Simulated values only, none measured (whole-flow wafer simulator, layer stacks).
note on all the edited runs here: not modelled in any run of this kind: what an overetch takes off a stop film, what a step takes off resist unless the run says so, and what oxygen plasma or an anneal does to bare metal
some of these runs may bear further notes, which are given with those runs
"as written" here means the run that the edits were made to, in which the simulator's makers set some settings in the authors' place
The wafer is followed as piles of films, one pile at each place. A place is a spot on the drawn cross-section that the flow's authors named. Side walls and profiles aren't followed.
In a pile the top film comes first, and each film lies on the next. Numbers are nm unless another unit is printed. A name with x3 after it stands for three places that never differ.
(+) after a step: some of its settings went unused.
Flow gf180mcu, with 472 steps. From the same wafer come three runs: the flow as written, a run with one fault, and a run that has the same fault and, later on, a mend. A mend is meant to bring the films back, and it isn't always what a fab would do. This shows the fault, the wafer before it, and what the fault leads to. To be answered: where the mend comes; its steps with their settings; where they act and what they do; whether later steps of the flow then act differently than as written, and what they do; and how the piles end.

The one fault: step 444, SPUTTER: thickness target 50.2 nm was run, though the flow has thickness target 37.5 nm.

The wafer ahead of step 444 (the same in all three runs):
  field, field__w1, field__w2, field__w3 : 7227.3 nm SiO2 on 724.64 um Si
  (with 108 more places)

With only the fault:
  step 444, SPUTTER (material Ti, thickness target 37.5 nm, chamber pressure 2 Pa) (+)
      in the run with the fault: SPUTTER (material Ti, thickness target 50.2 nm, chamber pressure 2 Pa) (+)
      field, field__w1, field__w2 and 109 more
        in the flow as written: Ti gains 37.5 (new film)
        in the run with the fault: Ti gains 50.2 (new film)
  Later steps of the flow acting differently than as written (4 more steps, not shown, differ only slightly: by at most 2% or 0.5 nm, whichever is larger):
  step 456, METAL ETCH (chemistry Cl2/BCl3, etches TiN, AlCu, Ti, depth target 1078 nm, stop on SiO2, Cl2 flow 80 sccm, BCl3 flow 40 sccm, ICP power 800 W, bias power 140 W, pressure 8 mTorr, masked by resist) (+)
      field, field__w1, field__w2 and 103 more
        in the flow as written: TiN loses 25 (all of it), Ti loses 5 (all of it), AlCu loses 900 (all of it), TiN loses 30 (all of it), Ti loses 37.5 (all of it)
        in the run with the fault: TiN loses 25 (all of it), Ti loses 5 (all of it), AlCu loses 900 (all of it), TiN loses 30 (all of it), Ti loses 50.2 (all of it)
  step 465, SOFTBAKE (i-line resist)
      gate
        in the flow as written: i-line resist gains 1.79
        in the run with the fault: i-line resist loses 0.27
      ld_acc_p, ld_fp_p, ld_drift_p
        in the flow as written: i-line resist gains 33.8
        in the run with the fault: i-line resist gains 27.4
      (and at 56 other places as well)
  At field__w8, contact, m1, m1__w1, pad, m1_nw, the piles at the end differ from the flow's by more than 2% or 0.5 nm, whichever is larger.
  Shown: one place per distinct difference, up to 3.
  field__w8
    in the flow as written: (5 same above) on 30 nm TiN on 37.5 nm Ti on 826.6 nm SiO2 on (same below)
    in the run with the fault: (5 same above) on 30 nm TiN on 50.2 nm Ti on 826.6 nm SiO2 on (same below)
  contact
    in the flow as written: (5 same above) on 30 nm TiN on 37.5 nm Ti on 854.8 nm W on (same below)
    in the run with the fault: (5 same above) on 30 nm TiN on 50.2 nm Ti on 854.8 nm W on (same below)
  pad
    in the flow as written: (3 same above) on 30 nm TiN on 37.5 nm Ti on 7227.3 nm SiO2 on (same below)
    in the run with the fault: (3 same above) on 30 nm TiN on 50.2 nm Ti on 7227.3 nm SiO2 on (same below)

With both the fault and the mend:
  After step 444 comes the mend.
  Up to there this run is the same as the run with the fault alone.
  step 444a, METAL ETCH (chemistry Cl2/BCl3, etches TiN, AlCu, Ti, depth target 12.7 nm, Cl2 flow 80 sccm, BCl3 flow 40 sccm, ICP power 800 W, bias power 140 W, pressure 8 mTorr) (the flow's step 260, run once more with other settings)
      field, field__w1, field__w2 and 109 more
        Ti loses 12.7
  Later steps of the flow that are run all act as written at every place that is followed.
  At every place that both follow, the piles at the end match the flow's.
